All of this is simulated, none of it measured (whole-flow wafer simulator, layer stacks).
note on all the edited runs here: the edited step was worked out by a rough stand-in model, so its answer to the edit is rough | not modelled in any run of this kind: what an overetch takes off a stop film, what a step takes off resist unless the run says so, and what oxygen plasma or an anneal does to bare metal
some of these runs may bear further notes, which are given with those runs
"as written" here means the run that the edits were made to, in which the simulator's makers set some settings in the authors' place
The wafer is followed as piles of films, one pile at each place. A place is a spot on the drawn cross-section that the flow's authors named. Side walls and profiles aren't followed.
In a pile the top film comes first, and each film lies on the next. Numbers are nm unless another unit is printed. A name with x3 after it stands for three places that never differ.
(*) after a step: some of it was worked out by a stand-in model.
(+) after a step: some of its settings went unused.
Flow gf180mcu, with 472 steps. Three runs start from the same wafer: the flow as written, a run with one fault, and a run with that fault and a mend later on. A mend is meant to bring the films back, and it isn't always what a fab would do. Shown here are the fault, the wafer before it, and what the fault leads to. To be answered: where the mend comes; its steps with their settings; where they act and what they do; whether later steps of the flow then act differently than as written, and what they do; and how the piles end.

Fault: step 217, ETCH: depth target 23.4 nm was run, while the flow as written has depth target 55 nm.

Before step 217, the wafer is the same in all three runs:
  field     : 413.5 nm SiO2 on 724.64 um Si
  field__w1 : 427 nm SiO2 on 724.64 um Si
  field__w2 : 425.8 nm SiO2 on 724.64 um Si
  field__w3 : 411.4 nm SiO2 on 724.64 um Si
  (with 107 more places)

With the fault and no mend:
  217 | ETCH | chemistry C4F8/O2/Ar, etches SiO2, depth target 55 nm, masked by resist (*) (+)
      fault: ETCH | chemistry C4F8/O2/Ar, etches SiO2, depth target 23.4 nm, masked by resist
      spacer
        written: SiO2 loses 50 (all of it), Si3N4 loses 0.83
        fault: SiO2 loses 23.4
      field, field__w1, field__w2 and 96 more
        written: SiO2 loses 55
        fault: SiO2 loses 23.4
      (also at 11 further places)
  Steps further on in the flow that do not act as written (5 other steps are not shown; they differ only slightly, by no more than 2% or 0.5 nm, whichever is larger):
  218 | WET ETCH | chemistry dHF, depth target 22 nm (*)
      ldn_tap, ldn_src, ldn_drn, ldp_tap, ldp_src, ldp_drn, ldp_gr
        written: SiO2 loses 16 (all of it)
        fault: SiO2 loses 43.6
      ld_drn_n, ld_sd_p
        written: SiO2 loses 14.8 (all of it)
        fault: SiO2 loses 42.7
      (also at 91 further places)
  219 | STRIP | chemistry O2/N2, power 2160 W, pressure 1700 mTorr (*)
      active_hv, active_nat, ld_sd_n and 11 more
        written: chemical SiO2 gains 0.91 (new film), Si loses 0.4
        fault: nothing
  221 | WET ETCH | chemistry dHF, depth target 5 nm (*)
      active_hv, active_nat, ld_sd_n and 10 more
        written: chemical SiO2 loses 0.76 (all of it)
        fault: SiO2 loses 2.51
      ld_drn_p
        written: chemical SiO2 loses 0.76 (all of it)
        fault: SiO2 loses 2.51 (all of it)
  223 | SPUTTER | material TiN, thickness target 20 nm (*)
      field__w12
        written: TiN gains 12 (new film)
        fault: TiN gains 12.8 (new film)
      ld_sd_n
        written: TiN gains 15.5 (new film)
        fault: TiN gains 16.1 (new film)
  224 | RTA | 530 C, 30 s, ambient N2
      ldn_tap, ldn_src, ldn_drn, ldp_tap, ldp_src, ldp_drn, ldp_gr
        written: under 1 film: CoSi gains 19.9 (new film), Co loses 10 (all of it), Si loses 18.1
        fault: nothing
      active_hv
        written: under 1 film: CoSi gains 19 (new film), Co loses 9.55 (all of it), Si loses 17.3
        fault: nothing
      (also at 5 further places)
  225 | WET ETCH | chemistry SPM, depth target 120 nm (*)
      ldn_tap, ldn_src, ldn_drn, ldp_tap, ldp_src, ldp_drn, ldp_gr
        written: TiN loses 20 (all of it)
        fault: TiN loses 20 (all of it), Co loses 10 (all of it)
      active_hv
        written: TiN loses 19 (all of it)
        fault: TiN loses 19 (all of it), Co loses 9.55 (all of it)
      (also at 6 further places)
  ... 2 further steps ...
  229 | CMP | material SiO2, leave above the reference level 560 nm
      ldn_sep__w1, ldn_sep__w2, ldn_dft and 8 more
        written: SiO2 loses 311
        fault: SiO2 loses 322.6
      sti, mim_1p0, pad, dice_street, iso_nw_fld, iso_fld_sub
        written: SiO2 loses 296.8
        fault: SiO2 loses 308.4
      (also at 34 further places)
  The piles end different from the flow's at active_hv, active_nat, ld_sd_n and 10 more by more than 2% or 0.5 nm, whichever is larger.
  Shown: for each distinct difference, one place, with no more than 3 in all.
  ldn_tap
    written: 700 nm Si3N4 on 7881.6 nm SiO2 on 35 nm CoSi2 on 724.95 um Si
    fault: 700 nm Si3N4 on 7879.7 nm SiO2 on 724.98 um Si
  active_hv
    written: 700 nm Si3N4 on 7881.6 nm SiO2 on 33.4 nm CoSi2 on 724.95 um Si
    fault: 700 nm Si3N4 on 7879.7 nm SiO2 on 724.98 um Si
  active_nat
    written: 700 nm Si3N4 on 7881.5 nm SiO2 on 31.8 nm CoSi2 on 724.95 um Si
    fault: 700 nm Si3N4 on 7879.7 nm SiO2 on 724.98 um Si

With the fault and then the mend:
  The mend follows step 217.
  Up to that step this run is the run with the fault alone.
  217a | ETCH | chemistry C4F8/O2/Ar, etches SiO2, depth target 31.6 nm, masked by resist (*) (+) (the flow's step 217, run once more with other settings)
      field, field__w1, field__w2 and 96 more
        SiO2 loses 31.6
      field__w5, field__w9, field__w13 and 8 more
        resist loses 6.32
      spacer
        SiO2 loses 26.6 (all of it), Si3N4 loses 0.83
  Later steps of the flow that are run all act as written at every place that is followed, up to a difference of at most 2% or 0.5 nm, whichever is larger.
  At the end the piles are close to the flow's at the places that both follow, differing by at most 2% or 0.5 nm, whichever is larger.
